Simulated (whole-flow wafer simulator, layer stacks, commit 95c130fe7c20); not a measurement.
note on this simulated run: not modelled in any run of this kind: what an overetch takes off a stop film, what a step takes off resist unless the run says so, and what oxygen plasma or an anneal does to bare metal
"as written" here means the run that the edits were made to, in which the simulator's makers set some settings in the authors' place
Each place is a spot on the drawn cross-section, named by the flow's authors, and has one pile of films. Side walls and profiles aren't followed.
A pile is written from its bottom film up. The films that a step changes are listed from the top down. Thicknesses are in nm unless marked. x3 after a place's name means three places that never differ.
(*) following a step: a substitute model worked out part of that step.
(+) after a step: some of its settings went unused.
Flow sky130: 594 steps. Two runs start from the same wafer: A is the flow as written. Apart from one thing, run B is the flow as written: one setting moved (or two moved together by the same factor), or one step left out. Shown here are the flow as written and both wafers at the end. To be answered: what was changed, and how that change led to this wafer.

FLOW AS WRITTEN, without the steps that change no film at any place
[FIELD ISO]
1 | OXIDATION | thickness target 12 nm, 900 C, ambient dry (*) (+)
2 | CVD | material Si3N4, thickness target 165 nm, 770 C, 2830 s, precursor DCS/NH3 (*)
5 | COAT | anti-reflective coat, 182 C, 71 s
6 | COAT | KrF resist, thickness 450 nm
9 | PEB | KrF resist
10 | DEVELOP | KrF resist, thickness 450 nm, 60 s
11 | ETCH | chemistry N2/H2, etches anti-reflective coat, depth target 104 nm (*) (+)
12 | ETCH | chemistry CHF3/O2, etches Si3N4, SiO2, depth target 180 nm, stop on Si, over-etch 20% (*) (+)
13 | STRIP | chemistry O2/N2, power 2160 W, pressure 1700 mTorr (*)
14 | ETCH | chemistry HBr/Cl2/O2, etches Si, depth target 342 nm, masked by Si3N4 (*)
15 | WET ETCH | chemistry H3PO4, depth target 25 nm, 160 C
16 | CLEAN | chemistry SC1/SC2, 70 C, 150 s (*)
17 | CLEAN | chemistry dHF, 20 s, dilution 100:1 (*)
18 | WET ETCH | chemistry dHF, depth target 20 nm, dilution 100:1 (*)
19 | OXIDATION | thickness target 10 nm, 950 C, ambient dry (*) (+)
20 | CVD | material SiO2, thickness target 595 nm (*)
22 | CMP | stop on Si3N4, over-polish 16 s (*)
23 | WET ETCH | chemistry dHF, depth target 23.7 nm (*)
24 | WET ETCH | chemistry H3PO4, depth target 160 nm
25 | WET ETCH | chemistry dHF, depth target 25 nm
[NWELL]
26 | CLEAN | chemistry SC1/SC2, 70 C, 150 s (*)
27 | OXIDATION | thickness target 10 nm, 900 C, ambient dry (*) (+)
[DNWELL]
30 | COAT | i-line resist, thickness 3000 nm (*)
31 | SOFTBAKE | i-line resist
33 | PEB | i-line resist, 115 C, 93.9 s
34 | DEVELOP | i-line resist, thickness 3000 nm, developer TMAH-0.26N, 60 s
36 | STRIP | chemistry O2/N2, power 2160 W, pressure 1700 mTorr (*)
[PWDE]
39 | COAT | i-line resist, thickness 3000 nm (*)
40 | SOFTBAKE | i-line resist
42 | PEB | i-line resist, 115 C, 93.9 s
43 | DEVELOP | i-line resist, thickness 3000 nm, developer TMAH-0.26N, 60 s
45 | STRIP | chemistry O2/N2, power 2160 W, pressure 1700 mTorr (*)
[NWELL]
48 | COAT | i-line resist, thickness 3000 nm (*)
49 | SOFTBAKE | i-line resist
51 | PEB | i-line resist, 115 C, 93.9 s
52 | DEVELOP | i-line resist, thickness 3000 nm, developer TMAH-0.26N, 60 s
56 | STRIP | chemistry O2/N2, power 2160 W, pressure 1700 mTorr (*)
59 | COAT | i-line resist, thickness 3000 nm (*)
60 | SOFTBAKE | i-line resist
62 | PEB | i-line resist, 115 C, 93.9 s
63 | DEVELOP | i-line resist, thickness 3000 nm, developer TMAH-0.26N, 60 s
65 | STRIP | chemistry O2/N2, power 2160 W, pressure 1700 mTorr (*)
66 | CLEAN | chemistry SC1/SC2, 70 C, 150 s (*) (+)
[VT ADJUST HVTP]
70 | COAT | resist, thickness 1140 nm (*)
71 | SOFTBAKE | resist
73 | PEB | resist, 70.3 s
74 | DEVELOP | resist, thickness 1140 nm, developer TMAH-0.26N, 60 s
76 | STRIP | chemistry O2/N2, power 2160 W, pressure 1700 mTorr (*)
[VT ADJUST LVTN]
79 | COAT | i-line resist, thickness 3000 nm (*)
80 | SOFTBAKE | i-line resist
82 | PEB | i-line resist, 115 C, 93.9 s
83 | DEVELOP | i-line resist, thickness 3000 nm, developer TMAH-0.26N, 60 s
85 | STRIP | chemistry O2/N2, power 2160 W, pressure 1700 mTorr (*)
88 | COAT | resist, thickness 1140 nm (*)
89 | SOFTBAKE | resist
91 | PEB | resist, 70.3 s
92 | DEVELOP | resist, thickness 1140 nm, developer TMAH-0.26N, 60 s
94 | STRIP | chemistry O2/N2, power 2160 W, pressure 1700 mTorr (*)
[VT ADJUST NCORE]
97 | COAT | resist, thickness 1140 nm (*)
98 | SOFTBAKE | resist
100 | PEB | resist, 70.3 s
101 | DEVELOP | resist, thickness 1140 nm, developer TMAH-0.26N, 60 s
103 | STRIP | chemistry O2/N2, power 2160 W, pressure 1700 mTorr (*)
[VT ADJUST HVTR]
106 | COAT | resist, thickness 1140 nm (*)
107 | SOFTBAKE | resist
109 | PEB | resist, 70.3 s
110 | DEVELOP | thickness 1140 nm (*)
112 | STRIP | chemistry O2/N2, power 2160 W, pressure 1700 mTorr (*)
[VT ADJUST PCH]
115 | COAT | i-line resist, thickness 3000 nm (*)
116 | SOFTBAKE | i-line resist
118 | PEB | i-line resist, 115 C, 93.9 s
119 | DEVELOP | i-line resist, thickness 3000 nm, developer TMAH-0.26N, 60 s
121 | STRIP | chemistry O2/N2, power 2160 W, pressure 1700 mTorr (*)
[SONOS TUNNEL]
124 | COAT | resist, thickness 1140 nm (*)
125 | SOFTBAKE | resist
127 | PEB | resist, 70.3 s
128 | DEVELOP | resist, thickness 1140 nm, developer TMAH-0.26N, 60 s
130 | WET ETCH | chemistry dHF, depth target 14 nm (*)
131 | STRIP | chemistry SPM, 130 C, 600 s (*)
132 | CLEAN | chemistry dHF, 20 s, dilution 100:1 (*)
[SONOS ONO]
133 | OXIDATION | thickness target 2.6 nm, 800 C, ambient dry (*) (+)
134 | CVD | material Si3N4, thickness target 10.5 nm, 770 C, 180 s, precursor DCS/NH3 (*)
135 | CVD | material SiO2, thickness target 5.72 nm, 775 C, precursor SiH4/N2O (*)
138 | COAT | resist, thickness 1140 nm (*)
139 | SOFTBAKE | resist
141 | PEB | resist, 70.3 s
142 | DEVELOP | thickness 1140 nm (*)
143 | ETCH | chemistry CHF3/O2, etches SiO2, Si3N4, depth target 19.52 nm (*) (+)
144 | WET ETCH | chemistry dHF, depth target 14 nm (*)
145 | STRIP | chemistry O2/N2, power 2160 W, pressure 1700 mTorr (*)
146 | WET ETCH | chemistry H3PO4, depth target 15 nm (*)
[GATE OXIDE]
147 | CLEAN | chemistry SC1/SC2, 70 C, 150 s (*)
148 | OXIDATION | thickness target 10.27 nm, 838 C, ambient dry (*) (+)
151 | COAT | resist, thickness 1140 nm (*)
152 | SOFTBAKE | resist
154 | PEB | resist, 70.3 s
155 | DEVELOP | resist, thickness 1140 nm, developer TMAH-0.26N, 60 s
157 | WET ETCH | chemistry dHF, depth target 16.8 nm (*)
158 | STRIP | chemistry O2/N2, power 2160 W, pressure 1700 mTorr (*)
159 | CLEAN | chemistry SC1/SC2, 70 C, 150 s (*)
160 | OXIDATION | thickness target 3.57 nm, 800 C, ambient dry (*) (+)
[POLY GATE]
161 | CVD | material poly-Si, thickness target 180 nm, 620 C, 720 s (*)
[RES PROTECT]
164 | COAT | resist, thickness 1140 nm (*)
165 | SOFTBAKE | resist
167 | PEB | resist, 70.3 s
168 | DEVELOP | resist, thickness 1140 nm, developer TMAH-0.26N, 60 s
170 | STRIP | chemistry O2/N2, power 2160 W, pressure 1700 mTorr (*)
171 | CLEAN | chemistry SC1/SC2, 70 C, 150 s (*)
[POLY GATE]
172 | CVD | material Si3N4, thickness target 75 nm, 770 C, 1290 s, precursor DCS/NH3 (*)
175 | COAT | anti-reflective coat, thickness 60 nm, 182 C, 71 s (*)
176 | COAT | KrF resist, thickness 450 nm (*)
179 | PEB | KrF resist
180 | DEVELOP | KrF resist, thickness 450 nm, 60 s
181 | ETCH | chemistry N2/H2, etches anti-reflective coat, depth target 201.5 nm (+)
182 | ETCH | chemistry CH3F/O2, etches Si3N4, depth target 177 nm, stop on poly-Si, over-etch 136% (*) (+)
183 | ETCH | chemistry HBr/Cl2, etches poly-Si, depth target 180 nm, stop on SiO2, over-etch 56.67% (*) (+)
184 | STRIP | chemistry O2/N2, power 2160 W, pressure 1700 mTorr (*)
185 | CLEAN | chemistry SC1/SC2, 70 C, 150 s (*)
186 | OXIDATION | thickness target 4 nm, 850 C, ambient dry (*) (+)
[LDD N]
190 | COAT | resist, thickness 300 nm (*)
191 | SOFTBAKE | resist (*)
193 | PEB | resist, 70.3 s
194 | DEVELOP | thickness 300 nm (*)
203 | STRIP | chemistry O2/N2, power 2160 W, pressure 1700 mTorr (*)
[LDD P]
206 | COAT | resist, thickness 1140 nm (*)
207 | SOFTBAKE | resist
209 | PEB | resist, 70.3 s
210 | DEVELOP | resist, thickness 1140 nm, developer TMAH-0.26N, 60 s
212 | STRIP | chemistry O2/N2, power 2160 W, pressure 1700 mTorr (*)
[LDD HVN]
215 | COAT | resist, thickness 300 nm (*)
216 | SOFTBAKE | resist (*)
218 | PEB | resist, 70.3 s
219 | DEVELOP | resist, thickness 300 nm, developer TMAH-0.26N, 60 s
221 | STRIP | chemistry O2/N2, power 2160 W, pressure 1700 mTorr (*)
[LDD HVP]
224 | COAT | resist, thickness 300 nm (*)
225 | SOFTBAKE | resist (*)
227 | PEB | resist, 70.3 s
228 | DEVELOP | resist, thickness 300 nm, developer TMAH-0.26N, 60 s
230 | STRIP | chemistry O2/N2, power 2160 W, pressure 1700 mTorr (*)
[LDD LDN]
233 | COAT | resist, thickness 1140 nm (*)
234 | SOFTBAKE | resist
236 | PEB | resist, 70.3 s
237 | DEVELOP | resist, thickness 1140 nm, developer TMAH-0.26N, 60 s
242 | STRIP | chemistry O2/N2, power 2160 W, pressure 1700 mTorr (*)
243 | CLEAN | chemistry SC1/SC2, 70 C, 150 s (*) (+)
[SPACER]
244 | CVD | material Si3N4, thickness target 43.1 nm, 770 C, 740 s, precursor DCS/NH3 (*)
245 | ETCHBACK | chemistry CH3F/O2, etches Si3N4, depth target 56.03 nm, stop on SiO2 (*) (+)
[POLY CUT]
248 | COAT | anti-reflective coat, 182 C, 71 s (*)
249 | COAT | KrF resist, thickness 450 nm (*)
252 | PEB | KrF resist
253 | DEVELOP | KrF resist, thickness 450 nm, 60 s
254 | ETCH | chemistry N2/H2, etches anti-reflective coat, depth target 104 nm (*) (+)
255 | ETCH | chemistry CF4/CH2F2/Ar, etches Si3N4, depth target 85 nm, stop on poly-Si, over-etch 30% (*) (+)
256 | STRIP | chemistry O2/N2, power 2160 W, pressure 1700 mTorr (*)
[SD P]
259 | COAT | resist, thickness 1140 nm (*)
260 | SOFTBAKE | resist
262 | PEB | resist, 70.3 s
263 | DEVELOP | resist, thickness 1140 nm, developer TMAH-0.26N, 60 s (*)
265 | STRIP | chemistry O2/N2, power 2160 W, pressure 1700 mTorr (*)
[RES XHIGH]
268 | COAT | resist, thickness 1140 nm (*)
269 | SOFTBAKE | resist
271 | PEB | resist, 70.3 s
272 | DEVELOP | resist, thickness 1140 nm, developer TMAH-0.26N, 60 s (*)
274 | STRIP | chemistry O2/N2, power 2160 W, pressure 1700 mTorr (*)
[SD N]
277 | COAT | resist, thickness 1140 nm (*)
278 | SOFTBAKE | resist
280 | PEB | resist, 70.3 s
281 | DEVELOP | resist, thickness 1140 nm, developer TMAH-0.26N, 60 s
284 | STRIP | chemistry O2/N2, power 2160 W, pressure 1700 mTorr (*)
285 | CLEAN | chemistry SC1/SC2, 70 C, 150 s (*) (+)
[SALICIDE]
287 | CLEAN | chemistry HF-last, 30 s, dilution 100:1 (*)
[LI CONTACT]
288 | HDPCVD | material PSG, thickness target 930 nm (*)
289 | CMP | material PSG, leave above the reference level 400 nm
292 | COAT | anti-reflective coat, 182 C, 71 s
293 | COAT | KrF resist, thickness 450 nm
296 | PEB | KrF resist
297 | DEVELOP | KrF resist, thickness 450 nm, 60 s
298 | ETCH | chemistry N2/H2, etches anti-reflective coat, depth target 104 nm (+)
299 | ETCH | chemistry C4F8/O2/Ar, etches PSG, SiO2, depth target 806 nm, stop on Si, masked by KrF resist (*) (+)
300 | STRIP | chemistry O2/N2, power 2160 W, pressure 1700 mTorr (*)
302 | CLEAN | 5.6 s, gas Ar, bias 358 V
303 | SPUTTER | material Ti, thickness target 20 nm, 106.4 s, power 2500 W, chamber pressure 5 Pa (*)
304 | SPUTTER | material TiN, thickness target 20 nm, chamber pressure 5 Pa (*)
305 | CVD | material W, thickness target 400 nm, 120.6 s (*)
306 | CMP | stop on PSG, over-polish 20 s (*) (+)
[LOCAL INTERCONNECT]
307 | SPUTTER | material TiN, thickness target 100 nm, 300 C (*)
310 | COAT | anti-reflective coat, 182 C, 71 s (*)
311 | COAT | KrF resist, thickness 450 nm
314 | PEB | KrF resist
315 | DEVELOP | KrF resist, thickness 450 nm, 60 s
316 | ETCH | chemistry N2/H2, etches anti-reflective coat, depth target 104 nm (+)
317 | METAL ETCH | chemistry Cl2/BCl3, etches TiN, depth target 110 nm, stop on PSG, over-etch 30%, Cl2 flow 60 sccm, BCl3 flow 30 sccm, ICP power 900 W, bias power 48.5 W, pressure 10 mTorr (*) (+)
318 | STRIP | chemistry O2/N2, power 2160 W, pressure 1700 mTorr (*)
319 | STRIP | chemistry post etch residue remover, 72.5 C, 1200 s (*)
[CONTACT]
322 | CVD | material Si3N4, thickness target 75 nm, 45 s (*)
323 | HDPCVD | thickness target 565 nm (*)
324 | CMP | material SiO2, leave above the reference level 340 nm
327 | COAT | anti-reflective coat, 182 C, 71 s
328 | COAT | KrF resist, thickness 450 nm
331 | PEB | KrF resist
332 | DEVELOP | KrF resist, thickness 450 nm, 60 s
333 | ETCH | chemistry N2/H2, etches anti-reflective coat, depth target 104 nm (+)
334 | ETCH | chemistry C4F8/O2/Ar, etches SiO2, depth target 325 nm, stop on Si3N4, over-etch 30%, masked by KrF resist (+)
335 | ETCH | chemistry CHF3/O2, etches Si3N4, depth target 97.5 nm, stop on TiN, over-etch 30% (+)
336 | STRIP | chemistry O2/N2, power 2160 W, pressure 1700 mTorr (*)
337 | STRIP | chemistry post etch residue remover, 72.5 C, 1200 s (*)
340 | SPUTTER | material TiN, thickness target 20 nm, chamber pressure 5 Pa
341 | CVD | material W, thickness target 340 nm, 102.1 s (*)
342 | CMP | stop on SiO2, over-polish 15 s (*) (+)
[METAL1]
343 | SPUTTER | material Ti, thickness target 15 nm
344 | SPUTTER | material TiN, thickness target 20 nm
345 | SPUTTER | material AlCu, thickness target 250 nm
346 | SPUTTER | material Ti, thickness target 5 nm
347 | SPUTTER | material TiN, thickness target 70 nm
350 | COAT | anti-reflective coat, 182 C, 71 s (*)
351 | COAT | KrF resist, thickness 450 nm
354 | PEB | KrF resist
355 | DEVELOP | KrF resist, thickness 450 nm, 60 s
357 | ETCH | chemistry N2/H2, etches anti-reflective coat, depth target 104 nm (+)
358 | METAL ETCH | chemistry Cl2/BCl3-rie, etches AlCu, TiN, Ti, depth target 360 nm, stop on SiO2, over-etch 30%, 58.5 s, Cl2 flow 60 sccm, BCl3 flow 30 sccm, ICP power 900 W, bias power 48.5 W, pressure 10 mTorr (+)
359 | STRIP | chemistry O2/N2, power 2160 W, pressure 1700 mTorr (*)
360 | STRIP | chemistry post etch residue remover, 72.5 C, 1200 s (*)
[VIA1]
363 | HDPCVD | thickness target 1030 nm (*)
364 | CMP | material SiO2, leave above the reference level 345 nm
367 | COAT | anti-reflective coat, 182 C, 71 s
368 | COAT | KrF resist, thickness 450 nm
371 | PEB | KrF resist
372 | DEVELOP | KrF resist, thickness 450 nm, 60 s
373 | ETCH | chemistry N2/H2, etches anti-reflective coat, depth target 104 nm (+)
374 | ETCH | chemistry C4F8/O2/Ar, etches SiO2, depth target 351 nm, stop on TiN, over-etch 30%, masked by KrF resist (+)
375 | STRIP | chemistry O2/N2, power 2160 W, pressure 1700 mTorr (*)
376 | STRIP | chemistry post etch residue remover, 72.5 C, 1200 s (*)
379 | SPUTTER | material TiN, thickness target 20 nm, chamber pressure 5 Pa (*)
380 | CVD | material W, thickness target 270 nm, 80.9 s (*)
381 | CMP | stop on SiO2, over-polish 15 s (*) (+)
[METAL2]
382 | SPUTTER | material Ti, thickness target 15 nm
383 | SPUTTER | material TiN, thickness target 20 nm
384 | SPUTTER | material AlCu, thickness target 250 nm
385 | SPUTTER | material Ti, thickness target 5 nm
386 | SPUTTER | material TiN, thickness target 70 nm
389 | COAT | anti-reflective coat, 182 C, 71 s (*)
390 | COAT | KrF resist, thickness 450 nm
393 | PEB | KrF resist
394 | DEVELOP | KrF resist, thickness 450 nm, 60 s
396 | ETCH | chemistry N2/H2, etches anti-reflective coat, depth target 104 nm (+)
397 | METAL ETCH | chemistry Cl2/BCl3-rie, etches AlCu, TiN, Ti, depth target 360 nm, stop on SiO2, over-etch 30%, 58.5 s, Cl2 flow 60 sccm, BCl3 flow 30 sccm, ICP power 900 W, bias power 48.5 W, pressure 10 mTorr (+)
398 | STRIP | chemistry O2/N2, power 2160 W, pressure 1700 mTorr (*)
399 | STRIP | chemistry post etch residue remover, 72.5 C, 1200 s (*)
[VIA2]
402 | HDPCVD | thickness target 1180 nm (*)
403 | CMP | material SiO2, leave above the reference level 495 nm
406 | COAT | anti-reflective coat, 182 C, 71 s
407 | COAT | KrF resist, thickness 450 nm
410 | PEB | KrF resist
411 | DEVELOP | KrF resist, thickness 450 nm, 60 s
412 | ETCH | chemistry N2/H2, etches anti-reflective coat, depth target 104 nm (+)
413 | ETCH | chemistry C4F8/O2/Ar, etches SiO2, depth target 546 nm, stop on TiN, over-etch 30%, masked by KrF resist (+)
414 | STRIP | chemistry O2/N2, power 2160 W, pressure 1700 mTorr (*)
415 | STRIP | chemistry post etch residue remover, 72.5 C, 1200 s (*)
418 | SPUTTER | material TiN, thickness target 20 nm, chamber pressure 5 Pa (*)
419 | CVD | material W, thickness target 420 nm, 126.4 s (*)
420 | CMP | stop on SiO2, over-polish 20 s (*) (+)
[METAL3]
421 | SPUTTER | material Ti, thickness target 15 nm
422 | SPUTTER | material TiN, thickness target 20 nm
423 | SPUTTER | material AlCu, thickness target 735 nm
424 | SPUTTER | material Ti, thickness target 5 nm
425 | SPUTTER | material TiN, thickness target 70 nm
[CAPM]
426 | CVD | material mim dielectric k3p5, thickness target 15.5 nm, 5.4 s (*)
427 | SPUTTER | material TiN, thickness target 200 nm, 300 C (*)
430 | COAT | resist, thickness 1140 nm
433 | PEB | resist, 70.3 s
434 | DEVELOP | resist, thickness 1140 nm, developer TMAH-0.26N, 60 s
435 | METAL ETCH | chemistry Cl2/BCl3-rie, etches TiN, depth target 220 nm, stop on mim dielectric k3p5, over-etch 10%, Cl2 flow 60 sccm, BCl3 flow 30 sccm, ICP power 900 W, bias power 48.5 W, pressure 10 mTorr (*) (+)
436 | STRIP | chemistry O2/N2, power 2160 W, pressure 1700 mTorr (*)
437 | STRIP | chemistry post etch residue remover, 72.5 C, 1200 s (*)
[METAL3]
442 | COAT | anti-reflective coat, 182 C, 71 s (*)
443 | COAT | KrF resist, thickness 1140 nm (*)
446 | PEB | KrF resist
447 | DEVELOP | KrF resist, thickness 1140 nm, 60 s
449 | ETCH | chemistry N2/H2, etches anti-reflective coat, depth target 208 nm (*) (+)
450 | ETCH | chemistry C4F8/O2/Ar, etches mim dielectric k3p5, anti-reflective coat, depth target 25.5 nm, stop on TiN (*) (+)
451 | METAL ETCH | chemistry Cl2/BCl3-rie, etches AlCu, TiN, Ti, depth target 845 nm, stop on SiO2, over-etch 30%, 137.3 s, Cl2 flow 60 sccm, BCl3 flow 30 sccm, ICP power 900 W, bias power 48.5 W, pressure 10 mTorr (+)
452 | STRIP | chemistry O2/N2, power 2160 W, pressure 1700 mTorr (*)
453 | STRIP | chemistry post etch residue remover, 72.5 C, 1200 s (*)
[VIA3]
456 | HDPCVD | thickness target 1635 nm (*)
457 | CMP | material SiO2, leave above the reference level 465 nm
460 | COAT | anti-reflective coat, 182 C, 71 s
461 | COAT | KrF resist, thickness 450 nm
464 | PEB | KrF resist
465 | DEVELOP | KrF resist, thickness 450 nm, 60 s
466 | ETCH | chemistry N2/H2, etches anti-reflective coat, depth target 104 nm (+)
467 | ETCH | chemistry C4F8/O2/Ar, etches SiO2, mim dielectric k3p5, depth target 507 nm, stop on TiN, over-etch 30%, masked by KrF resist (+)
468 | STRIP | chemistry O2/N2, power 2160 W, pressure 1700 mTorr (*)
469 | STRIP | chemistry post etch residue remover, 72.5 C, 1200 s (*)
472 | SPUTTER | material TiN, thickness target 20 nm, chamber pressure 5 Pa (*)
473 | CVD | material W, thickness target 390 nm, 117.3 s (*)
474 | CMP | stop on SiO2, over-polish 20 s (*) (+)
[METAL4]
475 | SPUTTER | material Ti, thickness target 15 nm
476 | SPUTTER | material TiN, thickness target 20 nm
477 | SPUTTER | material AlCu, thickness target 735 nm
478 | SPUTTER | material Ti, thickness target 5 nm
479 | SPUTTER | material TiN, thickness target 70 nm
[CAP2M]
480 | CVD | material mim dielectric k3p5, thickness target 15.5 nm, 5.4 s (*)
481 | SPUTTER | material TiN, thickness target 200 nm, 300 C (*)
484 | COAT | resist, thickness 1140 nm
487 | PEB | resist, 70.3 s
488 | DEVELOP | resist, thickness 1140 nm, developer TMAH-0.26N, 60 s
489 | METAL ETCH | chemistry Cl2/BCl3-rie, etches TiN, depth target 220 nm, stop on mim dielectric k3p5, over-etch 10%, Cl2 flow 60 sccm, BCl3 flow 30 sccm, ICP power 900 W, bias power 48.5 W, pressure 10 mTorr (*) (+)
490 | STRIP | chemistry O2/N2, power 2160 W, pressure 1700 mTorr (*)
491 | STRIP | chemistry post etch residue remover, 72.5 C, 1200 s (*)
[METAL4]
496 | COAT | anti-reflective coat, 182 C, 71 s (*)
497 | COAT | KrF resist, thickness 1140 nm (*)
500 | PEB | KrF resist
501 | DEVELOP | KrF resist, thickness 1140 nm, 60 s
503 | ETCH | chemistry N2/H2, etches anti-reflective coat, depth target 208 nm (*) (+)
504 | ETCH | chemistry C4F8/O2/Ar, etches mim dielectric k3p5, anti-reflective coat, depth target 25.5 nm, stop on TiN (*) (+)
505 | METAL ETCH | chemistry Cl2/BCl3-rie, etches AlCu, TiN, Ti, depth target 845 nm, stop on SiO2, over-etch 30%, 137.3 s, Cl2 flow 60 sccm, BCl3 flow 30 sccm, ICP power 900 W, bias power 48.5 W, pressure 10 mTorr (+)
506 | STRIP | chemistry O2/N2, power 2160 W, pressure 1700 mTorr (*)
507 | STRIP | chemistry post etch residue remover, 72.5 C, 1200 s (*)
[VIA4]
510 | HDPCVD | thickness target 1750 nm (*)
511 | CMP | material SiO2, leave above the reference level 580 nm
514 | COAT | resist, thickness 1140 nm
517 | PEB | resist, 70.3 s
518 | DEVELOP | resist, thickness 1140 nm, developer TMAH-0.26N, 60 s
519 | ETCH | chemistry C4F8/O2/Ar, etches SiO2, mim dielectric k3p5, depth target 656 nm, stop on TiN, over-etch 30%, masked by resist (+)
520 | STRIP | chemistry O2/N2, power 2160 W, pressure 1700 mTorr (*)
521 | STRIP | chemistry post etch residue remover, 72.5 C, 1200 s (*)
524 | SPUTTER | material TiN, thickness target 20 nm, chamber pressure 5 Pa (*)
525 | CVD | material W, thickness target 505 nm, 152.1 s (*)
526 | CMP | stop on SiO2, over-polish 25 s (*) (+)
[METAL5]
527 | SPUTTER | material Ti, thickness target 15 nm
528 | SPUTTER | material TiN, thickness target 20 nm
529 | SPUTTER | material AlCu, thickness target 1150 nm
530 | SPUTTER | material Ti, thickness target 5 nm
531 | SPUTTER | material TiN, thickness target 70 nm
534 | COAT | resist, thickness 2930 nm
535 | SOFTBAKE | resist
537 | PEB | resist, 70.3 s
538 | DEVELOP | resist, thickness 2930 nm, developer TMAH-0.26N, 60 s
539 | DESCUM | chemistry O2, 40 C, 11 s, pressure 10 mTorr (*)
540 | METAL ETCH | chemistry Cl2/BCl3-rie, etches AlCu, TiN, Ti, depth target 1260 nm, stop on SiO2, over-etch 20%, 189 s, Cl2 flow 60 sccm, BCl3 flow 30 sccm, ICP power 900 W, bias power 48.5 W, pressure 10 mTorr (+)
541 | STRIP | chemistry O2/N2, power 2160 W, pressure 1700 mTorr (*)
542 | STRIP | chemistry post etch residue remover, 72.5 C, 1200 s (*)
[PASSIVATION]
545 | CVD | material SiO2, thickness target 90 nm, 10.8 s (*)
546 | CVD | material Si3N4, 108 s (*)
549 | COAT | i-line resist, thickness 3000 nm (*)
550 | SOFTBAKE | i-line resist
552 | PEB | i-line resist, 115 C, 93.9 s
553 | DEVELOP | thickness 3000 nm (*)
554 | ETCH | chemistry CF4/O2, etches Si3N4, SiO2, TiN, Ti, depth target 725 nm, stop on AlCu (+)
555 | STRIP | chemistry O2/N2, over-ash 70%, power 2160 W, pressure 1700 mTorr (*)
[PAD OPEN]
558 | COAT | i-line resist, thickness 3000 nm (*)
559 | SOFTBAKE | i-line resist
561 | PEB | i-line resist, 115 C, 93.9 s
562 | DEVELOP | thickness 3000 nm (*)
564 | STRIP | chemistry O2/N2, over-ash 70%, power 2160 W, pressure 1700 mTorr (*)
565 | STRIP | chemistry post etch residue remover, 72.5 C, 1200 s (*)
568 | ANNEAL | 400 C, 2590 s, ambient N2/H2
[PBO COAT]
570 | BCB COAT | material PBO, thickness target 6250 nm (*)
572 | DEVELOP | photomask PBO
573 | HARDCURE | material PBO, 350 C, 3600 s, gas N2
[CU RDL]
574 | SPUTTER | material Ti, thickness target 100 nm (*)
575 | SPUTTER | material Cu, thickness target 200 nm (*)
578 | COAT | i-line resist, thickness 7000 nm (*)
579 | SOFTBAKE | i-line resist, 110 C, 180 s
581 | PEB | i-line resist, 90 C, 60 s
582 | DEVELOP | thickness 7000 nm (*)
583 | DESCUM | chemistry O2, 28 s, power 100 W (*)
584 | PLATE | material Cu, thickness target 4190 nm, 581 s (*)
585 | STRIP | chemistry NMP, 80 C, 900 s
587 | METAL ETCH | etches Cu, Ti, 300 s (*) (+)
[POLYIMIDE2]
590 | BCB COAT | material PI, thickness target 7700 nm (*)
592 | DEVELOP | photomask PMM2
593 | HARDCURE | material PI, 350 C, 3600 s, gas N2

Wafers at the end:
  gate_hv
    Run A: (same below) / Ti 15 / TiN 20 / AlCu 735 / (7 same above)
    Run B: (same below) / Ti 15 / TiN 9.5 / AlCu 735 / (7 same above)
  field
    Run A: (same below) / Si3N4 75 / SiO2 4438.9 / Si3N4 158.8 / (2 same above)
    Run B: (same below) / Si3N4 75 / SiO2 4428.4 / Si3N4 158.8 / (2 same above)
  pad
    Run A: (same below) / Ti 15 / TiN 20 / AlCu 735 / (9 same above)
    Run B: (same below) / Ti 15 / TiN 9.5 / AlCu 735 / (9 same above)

What caused this: step 476, SPUTTER: thickness target 9.5 nm was run, though the flow has thickness target 20 nm.
One can read it off the wafer: gate_hv has TiN 9.5, and step 476 as written asks for 20 nm.

How this came from the change, step by step:
  476 | SPUTTER | material TiN, thickness target 20 nm
      field, active, n_well and 189 more: A TiN gains 20 (new film) | B TiN gains 9.5 (new film)
  505 | METAL ETCH | chemistry Cl2/BCl3-rie, etches AlCu, TiN, Ti, depth target 845 nm, stop on SiO2, over-etch 30%, 137.3 s, Cl2 flow 60 sccm, BCl3 flow 30 sccm, ICP power 900 W, bias power 48.5 W, pressure 10 mTorr (+)
      field, gate, spacer and 68 more: A TiN loses 70 (all of it), Ti loses 5 (all of it), AlCu loses 735 (all of it), TiN loses 20 (all of it), Ti loses 15 (all of it), SiO2 loses 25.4 | B TiN loses 70 (all of it), Ti loses 5 (all of it), AlCu loses 735 (all of it), TiN loses 9.5 (all of it), Ti loses 15 (all of it), SiO2 loses 26.4
      active, vpp_iso1, mim_edge_plate and 14 more: A TiN loses 70 (all of it), Ti loses 5 (all of it), AlCu loses 735 (all of it), TiN loses 20 (all of it), Ti loses 15 (all of it), SiO2 loses 25.3 | B TiN loses 70 (all of it), Ti loses 5 (all of it), AlCu loses 735 (all of it), TiN loses 9.5 (all of it), Ti loses 15 (all of it), SiO2 loses 26.4
  511 | CMP | material SiO2, leave above the reference level 580 nm
      field, active, gate and 77 more: A SiO2 loses 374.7 | B SiO2 loses 384.1
      iso_guard__w1, mim_edge_gap, vpp_l1ln, vpp_m3ln, rpm_encl, via2_enc, rpm_encl_psd, iso_guard_nsd_tip: A SiO2 loses 374.6 | B SiO2 loses 384.1
